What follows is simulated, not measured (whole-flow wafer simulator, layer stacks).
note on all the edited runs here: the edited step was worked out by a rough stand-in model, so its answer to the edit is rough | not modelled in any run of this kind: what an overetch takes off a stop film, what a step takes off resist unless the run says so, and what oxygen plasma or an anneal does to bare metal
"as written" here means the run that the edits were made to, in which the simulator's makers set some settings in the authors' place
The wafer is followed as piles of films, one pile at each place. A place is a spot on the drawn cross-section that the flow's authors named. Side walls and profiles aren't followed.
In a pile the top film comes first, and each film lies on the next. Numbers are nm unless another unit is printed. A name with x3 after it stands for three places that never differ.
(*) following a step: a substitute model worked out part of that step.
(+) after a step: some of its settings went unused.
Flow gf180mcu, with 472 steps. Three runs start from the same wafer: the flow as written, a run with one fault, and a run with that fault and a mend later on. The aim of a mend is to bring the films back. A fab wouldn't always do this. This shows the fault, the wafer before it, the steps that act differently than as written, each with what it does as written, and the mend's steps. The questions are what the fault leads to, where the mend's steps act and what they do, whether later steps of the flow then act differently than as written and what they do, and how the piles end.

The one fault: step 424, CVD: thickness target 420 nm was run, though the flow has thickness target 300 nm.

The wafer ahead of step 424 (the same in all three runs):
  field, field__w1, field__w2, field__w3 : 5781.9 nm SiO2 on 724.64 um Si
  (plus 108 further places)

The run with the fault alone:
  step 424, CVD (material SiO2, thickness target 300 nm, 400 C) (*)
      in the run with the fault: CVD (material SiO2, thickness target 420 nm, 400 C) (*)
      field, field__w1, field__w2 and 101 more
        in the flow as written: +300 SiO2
        in the run with the fault: +420 SiO2
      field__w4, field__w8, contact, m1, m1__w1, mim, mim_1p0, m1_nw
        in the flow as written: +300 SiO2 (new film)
        in the run with the fault: +420 SiO2 (new film)
  Steps further on in the flow that do not act as written (1 more step, not shown, differs only slightly: by at most 2% or 0.5 nm, whichever is larger):
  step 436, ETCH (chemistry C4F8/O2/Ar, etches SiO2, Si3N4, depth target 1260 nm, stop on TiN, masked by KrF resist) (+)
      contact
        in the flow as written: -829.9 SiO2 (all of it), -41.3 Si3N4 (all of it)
        in the run with the fault: -949.9 SiO2 (all of it), -41.3 Si3N4 (all of it)
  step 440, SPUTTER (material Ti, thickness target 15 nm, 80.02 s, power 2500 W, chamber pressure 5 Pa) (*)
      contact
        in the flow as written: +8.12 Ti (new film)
        in the run with the fault: +7.58 Ti (new film)
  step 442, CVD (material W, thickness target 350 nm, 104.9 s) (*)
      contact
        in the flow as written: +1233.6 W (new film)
        in the run with the fault: +1354.5 W (new film)
  At field__w4, field__w8, contact, m1, m1__w1, mim, mim_1p0, m1_nw, the piles at the end differ from the flow's by more than 2% or 0.5 nm, whichever is larger.
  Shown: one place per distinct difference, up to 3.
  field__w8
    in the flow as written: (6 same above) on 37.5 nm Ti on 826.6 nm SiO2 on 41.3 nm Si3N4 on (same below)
    in the run with the fault: (6 same above) on 37.5 nm Ti on 946.6 nm SiO2 on 41.3 nm Si3N4 on (same below)
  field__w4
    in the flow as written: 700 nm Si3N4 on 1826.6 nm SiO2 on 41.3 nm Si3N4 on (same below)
    in the run with the fault: 700 nm Si3N4 on 1946.6 nm SiO2 on 41.3 nm Si3N4 on (same below)
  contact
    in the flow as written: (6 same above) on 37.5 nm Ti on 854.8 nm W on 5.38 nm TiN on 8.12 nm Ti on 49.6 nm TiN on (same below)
    in the run with the fault: (6 same above) on 37.5 nm Ti on 975.7 nm W on 5.02 nm TiN on 7.58 nm Ti on 49.6 nm TiN on (same below)

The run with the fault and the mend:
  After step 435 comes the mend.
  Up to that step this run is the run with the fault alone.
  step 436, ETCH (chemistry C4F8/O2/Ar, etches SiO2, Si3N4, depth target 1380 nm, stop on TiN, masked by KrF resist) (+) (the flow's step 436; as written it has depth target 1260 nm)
      field, field__w1, field__w2 and 108 more
        -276 KrF resist
      contact
        -949.9 SiO2 (all of it), -41.3 Si3N4 (all of it)
  Steps further on in the flow that do not act as written (1 more step, not shown, differs only slightly: by at most 2% or 0.5 nm, whichever is larger):
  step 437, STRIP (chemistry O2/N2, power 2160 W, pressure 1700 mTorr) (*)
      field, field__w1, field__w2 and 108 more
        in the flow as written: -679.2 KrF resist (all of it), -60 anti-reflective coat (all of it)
        in the run with the mend: -655.2 KrF resist (all of it), -60 anti-reflective coat (all of it)
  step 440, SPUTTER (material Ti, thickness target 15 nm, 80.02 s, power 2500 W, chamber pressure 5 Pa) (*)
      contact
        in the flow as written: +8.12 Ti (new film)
        in the run with the mend: +7.58 Ti (new film)
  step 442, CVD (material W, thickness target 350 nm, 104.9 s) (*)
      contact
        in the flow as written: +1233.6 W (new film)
        in the run with the mend: +1354.5 W (new film)
  At field__w4, field__w8, contact, m1, m1__w1, mim, mim_1p0, m1_nw, the piles at the end differ from the flow's by more than 2% or 0.5 nm, whichever is larger.
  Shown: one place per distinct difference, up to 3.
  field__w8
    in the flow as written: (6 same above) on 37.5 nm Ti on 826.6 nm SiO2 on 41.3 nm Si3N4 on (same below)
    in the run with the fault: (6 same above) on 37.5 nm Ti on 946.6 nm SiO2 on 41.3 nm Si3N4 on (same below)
    in the run with the mend: (6 same above) on 37.5 nm Ti on 946.6 nm SiO2 on 41.3 nm Si3N4 on (same below)
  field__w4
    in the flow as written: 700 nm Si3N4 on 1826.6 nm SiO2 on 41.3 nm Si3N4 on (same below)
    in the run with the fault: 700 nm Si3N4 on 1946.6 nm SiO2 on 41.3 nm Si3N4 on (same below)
    in the run with the mend: 700 nm Si3N4 on 1946.6 nm SiO2 on 41.3 nm Si3N4 on (same below)
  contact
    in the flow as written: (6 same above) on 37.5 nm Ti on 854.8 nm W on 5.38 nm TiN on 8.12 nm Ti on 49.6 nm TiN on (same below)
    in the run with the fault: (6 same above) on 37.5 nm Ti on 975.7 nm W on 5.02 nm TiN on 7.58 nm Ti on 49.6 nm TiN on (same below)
    in the run with the mend: (6 same above) on 37.5 nm Ti on 975.7 nm W on 5.02 nm TiN on 7.58 nm Ti on 49.6 nm TiN on (same below)
